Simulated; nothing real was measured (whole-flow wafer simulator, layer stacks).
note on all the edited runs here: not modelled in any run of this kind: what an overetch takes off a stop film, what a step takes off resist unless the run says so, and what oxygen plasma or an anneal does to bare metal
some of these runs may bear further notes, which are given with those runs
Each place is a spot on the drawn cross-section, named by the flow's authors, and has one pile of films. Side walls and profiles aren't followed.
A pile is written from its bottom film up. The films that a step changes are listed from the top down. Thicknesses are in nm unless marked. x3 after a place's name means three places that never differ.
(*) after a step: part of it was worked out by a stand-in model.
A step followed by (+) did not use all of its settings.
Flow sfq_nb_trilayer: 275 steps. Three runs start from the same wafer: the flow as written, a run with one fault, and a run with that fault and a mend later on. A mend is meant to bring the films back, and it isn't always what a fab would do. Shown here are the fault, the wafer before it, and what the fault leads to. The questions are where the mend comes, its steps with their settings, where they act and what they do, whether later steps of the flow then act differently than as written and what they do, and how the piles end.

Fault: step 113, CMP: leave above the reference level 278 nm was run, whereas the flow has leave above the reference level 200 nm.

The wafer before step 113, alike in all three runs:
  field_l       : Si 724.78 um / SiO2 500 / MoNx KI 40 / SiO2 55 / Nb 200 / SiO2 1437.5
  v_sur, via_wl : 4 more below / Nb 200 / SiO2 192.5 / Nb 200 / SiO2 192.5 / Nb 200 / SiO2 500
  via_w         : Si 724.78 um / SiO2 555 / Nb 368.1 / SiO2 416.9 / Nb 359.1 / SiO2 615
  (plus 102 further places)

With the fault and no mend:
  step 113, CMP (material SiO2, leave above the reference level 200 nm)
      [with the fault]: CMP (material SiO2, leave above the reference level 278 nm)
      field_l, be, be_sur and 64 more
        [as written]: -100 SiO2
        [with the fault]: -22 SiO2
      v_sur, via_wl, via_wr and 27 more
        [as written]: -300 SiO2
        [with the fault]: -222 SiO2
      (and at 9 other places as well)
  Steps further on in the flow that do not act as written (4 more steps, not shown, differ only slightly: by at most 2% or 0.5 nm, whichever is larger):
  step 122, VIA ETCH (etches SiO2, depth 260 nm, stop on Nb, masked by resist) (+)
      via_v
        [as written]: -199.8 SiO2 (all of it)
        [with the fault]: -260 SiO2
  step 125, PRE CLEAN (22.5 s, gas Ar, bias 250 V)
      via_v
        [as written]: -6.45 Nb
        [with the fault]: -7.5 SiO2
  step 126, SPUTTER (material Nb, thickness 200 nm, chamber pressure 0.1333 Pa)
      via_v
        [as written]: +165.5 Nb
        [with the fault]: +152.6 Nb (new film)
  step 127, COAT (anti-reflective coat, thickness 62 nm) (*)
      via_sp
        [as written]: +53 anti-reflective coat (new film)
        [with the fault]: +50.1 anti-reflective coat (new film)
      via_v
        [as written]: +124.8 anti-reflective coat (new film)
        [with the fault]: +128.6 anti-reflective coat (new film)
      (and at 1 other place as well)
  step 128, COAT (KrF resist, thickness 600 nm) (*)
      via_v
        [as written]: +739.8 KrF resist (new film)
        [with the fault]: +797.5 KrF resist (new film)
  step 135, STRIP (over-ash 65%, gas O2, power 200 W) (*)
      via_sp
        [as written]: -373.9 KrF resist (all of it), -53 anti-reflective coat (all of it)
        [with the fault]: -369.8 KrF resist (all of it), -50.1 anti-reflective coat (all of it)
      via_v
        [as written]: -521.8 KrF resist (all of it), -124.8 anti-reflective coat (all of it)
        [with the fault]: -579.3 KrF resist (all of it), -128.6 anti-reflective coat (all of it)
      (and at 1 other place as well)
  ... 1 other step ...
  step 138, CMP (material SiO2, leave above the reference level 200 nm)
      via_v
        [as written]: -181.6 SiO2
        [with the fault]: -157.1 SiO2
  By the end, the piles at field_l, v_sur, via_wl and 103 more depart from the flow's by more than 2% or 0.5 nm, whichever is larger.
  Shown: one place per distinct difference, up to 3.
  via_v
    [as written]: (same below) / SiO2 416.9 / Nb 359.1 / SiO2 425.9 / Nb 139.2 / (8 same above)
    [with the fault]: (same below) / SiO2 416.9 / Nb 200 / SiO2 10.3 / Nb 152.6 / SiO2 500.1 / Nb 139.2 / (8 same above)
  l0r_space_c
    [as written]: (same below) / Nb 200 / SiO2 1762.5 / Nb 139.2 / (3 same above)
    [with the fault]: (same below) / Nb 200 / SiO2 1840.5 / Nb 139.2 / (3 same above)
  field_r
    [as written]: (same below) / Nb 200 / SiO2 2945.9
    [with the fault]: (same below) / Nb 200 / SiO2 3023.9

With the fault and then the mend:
  After step 120 comes the mend.
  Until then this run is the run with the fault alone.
  step 120a, STRIP (over-ash 65%, gas O2, power 200 W) (*)
      field_l, v_sur, via_wl and 102 more
        -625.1 KrF resist (all of it), -62 anti-reflective coat (all of it)
      via_v
        -62 anti-reflective coat (all of it)
  step 120b, CMP (material SiO2, leave above the reference level 200 nm) (the flow's step 113 again)
      field_l, v_sur, via_wl and 103 more
        -78 SiO2
  step 120c, COAT (anti-reflective coat, thickness 62 nm) (the flow's step 115 again)
      field_l, v_sur, via_wl and 103 more
        +62 anti-reflective coat (new film)
  step 120d, COAT (KrF resist, thickness 650 nm) (the flow's step 116 again)
      field_l, v_sur, via_wl and 103 more
        +650 KrF resist (new film)
  step 120e, SOFTBAKE (KrF resist) (the flow's step 117 again)
      alters no film at any place that is followed
  step 120f, EXPOSE (photomask I3, dose 11.91 mJ/cm2, NA 0.6, wavelength 248 nm) (*) (the flow's step 118 again)
      alters no film at any place that is followed
  step 120g, PEB (KrF resist, 90 s) (the flow's step 119 again)
      field_l, v_sur, via_wl and 103 more
        -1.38 KrF resist
  step 120h, DEVELOP (KrF resist, thickness 650 nm, 60 s) (the flow's step 120 again)
      field_l, v_sur, via_wl and 102 more
        -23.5 KrF resist
      via_v
        -648.6 KrF resist (all of it)
  Every later step of the flow that is run acts as written at every place that is followed.
  The piles end the same as the flow's at every place that both follow.
